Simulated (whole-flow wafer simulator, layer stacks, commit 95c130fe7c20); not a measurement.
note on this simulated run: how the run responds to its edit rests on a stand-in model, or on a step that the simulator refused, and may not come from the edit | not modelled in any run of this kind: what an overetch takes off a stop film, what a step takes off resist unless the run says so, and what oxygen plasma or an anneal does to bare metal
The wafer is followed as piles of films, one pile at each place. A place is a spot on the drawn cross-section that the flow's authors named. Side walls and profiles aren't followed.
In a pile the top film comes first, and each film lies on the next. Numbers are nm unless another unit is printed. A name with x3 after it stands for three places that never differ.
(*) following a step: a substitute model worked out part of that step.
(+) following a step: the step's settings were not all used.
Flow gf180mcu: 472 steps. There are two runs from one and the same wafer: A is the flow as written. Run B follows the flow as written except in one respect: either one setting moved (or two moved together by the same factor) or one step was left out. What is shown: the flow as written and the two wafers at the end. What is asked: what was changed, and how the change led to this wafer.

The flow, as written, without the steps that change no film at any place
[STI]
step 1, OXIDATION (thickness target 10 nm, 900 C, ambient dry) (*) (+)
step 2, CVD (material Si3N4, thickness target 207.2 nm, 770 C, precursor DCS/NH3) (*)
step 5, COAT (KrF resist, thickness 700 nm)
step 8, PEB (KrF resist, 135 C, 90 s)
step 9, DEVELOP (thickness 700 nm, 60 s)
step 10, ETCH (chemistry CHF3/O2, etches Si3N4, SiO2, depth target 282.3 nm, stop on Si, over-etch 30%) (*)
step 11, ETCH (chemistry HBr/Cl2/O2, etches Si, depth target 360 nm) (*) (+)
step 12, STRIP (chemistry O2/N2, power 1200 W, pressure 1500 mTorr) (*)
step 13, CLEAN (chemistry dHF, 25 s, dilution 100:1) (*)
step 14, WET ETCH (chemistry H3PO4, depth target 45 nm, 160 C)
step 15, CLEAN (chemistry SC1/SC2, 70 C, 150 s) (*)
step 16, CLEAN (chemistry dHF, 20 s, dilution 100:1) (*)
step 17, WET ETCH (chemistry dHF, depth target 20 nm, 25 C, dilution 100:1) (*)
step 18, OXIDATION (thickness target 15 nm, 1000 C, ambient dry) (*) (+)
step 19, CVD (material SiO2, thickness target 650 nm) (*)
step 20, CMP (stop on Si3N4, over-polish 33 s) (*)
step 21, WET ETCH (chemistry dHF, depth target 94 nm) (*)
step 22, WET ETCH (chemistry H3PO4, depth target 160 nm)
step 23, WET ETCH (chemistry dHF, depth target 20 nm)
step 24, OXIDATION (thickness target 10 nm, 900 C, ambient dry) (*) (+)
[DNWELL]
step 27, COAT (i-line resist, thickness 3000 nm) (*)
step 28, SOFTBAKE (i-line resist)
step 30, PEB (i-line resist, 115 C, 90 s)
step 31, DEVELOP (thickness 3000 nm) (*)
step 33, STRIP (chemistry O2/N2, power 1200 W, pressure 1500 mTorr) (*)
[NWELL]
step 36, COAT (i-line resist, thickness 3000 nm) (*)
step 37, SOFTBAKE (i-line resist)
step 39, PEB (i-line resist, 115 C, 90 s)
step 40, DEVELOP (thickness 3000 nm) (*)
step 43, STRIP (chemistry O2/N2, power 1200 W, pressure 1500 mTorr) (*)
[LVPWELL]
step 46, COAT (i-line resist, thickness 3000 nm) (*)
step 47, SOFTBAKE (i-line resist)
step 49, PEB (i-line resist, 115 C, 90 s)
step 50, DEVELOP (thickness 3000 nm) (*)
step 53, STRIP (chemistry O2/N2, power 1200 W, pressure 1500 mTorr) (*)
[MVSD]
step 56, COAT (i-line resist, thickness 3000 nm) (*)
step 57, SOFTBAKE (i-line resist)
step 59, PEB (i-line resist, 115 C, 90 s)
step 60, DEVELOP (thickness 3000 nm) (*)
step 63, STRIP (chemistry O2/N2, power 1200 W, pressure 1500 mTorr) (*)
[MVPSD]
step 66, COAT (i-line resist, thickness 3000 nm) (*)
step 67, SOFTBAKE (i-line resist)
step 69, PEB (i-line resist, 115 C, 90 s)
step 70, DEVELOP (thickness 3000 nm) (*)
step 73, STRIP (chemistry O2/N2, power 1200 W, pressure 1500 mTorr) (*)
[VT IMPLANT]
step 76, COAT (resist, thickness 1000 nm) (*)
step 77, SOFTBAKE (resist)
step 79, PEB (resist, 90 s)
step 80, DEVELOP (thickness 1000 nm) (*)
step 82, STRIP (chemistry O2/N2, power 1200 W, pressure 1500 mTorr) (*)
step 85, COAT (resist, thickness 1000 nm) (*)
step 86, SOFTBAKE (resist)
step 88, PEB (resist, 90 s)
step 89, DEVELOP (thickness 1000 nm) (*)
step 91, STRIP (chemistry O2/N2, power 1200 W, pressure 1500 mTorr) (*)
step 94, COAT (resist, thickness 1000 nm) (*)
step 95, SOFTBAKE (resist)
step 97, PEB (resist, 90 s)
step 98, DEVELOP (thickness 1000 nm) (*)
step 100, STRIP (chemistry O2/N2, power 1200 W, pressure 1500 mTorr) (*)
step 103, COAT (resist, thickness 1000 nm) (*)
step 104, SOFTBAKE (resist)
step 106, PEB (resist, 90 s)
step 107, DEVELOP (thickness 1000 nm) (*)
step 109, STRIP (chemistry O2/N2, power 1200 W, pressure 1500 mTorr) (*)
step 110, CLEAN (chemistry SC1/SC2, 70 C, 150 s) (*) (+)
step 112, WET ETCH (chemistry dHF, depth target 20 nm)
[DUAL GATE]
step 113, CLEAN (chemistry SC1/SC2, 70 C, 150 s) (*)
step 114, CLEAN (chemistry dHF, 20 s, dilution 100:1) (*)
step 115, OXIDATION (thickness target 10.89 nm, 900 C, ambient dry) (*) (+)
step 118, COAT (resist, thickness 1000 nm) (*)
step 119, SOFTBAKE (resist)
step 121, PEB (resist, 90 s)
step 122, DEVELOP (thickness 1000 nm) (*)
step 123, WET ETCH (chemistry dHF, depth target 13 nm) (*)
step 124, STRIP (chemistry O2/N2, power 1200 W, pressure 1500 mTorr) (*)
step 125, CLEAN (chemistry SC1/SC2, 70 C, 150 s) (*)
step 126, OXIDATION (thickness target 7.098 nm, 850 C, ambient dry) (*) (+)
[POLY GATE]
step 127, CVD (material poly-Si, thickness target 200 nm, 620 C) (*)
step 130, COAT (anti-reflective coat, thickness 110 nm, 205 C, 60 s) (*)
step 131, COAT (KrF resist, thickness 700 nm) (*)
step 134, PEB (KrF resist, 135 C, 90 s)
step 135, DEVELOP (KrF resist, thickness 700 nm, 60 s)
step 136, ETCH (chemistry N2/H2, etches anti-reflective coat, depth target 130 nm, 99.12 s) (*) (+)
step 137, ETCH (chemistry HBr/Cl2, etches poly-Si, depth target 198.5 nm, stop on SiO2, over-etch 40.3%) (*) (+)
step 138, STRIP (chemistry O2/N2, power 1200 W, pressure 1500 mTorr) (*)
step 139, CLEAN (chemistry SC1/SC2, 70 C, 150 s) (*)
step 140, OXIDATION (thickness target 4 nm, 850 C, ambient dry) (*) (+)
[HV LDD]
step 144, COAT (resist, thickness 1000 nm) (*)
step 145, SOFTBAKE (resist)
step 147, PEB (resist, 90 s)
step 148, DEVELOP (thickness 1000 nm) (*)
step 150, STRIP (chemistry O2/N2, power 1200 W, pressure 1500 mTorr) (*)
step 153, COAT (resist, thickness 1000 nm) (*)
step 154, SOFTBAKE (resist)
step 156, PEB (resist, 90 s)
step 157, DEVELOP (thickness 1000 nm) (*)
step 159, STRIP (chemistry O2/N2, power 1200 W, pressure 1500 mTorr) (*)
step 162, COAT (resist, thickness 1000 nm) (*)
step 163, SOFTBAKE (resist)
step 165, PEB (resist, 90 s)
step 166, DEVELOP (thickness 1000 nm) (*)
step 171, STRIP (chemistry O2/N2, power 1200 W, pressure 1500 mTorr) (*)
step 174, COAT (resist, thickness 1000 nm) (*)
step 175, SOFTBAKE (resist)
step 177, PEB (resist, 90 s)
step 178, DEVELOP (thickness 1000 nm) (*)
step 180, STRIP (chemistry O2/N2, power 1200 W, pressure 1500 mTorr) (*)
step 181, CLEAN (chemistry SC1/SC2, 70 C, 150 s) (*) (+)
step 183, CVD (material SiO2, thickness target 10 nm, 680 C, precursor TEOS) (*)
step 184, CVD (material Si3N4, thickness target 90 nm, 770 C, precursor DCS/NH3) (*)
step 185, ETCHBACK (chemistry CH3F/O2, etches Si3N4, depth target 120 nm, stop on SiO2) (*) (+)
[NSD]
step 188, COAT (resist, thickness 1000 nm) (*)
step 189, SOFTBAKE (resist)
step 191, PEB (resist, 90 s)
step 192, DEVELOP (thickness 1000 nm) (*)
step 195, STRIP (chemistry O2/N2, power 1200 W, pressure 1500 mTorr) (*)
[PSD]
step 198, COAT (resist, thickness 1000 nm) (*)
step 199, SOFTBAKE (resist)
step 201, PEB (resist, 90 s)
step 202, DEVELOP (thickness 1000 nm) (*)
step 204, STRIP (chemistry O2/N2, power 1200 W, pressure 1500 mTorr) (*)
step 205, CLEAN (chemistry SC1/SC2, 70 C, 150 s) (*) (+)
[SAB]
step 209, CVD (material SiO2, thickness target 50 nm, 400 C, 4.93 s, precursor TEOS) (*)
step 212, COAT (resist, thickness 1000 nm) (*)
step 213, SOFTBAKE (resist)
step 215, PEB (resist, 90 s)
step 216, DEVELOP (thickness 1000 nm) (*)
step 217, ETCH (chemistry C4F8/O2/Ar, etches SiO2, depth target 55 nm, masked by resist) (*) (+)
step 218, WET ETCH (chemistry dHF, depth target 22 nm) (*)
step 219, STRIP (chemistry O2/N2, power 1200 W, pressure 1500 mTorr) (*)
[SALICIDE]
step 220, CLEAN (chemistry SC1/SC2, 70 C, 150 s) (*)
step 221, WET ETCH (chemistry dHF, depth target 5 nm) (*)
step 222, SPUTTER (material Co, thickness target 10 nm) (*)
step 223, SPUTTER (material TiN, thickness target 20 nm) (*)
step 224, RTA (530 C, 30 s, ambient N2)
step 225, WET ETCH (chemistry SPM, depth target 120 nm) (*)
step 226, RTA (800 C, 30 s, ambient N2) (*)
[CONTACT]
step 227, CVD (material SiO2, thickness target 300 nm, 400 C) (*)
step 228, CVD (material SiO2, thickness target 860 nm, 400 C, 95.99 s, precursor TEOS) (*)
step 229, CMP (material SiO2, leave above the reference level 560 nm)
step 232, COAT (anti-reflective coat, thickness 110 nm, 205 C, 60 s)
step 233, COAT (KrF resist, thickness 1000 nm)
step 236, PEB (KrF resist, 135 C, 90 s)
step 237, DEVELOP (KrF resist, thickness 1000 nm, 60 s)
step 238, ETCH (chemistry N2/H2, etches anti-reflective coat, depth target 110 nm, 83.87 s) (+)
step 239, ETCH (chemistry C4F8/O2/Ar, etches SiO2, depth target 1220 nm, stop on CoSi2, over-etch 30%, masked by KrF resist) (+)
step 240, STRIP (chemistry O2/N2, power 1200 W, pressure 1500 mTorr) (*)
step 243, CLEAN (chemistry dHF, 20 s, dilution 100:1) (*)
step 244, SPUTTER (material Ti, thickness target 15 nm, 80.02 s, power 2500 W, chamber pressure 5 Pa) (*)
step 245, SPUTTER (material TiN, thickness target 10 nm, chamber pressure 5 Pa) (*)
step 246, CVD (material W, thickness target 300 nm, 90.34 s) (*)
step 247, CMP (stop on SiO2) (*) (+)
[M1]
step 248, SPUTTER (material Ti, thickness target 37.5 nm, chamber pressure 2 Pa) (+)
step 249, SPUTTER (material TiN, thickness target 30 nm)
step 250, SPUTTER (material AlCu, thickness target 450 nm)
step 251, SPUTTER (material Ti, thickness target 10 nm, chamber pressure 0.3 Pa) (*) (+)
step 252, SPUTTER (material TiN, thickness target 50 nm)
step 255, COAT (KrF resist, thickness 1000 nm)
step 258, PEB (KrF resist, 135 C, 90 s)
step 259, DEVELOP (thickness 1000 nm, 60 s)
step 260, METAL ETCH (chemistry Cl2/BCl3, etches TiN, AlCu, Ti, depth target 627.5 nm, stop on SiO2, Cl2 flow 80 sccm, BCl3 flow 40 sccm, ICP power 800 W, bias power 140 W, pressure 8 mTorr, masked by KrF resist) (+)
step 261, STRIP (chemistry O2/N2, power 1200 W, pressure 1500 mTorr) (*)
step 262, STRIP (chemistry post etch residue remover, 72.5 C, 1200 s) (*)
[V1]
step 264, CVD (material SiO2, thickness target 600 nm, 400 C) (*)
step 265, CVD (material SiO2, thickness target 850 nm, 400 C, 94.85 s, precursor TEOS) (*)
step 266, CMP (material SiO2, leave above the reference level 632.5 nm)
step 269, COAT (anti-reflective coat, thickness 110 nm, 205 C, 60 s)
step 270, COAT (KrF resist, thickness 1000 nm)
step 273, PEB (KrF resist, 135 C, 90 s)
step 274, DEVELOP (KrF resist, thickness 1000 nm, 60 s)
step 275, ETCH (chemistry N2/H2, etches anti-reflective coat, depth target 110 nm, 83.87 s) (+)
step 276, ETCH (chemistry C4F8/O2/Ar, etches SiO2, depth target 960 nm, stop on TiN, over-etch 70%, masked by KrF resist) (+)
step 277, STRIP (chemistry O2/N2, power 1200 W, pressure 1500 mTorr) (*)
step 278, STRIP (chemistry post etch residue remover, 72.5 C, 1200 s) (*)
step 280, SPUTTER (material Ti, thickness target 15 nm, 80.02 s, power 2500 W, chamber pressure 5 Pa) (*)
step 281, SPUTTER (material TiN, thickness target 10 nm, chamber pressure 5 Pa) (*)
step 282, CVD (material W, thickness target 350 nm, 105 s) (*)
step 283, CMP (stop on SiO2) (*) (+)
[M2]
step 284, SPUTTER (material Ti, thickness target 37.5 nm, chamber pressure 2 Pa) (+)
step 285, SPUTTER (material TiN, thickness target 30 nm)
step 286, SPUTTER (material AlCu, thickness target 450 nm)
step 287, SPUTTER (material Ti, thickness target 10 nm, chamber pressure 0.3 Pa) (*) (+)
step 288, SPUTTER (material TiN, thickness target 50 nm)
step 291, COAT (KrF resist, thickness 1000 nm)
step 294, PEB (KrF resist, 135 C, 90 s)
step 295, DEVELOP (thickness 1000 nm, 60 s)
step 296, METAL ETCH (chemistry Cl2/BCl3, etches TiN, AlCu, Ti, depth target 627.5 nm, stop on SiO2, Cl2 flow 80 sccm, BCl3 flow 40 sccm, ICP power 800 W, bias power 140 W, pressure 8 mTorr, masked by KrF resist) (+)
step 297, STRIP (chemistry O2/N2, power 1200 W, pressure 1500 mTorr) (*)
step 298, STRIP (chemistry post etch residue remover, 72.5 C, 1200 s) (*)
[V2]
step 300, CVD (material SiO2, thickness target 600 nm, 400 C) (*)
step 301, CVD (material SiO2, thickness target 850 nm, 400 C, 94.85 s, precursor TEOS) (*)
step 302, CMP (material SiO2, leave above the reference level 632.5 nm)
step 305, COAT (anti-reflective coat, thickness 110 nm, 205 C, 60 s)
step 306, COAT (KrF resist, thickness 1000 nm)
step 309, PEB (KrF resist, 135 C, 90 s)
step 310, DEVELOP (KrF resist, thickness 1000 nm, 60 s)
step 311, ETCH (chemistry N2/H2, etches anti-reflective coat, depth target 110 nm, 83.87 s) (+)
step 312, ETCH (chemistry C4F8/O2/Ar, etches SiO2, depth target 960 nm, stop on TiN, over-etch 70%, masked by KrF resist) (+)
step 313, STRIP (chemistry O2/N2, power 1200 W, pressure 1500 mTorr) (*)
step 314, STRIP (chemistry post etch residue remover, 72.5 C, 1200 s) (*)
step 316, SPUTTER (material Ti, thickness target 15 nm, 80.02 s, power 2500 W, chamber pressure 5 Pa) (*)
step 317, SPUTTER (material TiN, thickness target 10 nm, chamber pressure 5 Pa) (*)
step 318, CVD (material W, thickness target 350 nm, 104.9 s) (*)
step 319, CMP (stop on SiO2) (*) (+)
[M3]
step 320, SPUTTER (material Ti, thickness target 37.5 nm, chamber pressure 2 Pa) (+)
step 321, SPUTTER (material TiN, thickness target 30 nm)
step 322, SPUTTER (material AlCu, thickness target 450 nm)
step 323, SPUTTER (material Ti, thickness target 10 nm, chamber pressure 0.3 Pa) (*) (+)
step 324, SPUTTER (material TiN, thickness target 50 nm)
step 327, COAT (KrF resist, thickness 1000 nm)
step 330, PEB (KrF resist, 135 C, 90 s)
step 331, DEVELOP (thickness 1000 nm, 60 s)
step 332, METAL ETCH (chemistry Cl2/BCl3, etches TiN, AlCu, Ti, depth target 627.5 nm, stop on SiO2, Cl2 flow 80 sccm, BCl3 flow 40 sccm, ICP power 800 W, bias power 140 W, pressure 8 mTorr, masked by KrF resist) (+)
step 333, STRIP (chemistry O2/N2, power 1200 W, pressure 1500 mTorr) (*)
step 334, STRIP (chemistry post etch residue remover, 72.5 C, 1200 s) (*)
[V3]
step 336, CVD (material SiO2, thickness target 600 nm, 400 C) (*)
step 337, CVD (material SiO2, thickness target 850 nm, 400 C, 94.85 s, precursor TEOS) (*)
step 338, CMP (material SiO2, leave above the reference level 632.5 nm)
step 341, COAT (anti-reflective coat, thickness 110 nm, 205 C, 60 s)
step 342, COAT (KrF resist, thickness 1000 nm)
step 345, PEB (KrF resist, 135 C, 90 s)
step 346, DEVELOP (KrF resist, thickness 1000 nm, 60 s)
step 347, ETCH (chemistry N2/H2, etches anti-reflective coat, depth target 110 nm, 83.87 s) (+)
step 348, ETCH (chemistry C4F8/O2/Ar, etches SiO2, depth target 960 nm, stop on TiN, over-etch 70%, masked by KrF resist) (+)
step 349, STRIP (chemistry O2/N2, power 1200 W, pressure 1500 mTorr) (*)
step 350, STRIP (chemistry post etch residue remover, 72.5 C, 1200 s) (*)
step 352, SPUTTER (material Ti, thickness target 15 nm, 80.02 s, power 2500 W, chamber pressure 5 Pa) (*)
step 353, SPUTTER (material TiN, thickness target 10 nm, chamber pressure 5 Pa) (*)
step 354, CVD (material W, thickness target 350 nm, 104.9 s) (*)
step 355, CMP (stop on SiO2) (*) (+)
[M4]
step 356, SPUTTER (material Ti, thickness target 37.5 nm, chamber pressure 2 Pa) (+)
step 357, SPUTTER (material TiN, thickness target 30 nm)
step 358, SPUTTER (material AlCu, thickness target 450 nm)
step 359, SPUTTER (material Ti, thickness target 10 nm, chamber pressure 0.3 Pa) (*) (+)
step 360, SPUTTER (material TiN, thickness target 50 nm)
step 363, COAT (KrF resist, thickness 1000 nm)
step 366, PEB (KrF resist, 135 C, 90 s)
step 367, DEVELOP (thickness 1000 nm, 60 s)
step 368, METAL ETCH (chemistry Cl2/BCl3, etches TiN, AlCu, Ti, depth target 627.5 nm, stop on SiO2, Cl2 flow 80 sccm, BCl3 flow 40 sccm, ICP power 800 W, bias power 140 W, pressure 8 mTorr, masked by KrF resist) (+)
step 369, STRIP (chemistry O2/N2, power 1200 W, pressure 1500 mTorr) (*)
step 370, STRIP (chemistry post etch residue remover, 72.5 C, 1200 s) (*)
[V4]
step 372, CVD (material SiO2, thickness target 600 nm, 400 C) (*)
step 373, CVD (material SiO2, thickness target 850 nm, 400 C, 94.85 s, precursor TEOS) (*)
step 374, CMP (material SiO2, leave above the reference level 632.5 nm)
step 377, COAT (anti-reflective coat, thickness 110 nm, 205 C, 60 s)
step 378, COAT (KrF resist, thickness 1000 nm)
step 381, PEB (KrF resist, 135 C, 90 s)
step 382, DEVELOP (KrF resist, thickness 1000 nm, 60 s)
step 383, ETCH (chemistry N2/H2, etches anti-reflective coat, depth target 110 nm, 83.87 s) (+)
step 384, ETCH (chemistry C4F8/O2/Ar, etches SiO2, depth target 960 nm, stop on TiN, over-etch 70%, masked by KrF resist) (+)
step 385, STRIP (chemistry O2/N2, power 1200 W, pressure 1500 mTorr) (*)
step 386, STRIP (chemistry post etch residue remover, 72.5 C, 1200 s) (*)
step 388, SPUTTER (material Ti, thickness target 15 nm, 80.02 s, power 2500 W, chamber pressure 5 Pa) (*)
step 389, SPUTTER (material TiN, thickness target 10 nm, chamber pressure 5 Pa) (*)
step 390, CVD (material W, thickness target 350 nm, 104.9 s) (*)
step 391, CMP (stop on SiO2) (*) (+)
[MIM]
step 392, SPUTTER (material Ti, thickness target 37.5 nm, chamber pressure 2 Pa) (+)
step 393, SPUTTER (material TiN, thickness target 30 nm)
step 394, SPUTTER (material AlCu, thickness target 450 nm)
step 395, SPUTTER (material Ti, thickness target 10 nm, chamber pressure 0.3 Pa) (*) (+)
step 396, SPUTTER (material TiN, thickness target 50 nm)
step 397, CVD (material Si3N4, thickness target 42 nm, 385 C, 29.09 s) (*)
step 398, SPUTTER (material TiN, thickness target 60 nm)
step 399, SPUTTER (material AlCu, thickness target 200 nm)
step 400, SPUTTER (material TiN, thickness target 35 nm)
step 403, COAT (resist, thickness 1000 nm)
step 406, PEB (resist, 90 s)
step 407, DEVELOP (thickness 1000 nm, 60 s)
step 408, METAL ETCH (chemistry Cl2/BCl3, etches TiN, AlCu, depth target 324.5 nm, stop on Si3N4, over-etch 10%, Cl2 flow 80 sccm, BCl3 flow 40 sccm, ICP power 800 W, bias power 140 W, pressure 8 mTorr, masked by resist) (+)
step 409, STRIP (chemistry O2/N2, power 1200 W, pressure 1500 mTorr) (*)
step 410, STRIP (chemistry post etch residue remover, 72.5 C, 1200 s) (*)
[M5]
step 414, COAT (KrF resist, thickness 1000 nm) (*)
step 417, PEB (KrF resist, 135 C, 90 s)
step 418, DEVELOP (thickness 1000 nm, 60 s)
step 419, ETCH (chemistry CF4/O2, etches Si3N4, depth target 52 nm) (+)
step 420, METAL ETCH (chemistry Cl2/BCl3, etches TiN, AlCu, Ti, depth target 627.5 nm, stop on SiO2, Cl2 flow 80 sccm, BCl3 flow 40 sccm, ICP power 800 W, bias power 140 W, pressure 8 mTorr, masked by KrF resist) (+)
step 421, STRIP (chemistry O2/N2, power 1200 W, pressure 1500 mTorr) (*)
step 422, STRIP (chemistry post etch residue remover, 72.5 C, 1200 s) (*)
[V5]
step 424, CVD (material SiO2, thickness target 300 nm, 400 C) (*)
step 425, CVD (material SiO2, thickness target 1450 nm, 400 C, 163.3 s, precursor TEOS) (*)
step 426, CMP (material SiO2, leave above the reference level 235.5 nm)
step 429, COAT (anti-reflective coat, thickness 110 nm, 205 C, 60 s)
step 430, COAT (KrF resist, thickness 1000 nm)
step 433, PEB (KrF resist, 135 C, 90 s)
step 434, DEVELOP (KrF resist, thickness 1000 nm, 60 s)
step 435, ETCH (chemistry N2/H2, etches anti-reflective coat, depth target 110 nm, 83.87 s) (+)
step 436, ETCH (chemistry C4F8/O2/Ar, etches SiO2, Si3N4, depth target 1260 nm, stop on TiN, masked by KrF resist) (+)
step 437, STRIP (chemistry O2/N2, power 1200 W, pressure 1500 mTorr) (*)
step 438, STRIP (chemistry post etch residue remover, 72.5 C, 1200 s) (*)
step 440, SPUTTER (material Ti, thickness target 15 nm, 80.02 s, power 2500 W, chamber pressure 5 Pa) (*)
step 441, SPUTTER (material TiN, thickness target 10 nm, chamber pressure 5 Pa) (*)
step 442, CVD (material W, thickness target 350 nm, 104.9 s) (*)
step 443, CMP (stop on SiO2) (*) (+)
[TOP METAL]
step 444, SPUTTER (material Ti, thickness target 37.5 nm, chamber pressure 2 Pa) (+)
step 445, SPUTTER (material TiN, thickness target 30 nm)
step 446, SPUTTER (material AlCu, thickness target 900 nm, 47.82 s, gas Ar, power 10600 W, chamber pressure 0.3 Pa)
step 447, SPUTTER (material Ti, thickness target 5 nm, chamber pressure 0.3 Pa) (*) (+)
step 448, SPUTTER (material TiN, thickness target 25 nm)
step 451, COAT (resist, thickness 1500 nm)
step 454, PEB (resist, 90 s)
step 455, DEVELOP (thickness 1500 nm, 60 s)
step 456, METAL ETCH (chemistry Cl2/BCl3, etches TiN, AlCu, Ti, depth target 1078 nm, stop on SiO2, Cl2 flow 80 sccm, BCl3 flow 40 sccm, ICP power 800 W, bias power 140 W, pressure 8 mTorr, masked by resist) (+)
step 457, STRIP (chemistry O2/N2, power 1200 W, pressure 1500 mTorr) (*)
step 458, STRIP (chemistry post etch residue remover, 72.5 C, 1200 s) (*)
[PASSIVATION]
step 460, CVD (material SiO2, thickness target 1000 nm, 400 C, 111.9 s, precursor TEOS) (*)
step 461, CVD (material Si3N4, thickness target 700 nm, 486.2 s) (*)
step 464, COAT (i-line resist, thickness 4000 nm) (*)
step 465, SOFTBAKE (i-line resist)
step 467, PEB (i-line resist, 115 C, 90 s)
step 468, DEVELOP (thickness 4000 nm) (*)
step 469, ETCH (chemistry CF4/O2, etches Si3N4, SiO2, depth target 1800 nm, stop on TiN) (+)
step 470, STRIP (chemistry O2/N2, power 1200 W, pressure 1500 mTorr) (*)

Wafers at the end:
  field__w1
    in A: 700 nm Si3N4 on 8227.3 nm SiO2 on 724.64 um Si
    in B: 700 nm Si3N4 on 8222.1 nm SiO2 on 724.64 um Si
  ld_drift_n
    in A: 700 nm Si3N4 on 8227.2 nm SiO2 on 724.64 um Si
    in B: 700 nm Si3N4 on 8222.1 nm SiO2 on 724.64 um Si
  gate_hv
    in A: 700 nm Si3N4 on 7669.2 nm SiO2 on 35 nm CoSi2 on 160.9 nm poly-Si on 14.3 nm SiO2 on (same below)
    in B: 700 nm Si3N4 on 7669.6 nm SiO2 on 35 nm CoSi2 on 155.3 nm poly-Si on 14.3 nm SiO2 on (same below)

What caused this: step 209, CVD: material SiO2, thickness target 50 nm, 400 C, 4.93 s, precursor TEOS (*), was skipped.

The path from the change to this, step by step:
  step 213, SOFTBAKE (resist)
      active_hv: A +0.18 resist | B +0.78 resist
  step 217, ETCH (chemistry C4F8/O2/Ar, etches SiO2, depth target 55 nm, masked by resist) (*) (+)
      gate, gate_hv, gate_p and 23 more: A -55 SiO2 | B -10.5 SiO2 (all of it), -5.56 poly-Si
      active_hv, active_nat, ld_sd_n and 10 more: A -55 SiO2 | B -21 SiO2 (all of it), -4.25 Si
      (as well as at 11 more places)
  step 218, WET ETCH (chemistry dHF, depth target 22 nm) (*)
      gate, gate_hv, gate_p and 23 more: A -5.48 SiO2 (all of it) | B nothing
      active, p_well, sd_n, iso_ptap_pw, iso_ntap_nw, iso_ptap_sub, vpnp_e: A -9.01 SiO2 (all of it) | B nothing
      (as well as at 16 more places)
  step 221, WET ETCH (chemistry dHF, depth target 5 nm) (*)
      field__w9, field__w13, nplus_u, pplus_u, npoly_u, ppoly_u, nw_enc_fld_lv__w4: A -10 SiO2 | B -3.26 SiO2
      field__w5, n_well, nw_enc_fld_lv__w1, sti_nw: A -10 SiO2 | B -3.25 SiO2
  step 223, SPUTTER (material TiN, thickness target 20 nm) (*)
      field__w6: A +20 TiN (new film) | B +18.7 TiN (new film)
      field_sub__w5: A +19.7 TiN (new film) | B +18.8 TiN (new film)
      (as well as at 4 more places)
  step 224, RTA (530 C, 30 s, ambient N2)
      sd_p: A under 1 film: +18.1 CoSi (new film), -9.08 Co (all of it), -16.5 Si | B under 1 film: +19 CoSi (new film), -9.55 Co (all of it), -17.3 Si
      sd_p_hv: A under 1 film: +18.8 CoSi (new film), -9.46 Co (all of it), -17.2 Si | B under 1 film: +19.5 CoSi (new film), -9.81 Co (all of it), -17.8 Si
  step 225, WET ETCH (chemistry SPM, depth target 120 nm) (*)
      field__w6: A -20 TiN (all of it), -9.95 Co (all of it) | B -18.7 TiN (all of it), -9.53 Co (all of it)
      field_sub__w5: A -19.7 TiN (all of it), -9.9 Co (all of it) | B -18.8 TiN (all of it), -9.65 Co (all of it)
      (as well as at 4 more places)
  step 226, RTA (800 C, 30 s, ambient N2) (*)
      sd_p: A +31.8 CoSi2 (new film), -18.1 CoSi (all of it), -16.5 Si | B +33.4 CoSi2 (new film), -19 CoSi (all of it), -17.3 Si
      sd_p_hv: A +33.1 CoSi2 (new film), -18.8 CoSi (all of it), -17.2 Si | B +34.3 CoSi2 (new film), -19.5 CoSi (all of it), -17.8 Si
  step 227, CVD (material SiO2, thickness target 300 nm, 400 C) (*)
      ld_drift_n: A +300 SiO2 | B +328.4 SiO2
      ld_drift_p: A +300 SiO2 | B +328.5 SiO2
      (as well as at 2 more places)
  step 229, CMP (material SiO2, leave above the reference level 560 nm)
      sti, mim_1p0, pad, dice_street, iso_nw_fld, iso_fld_sub: A -297 SiO2 | B -252.4 SiO2
      ldn_out, ldn_fld__w1, ldp_out, ldp_fld__w2, ldp_fld__w3: A -311.1 SiO2 | B -266.6 SiO2
      (as well as at 50 more places)
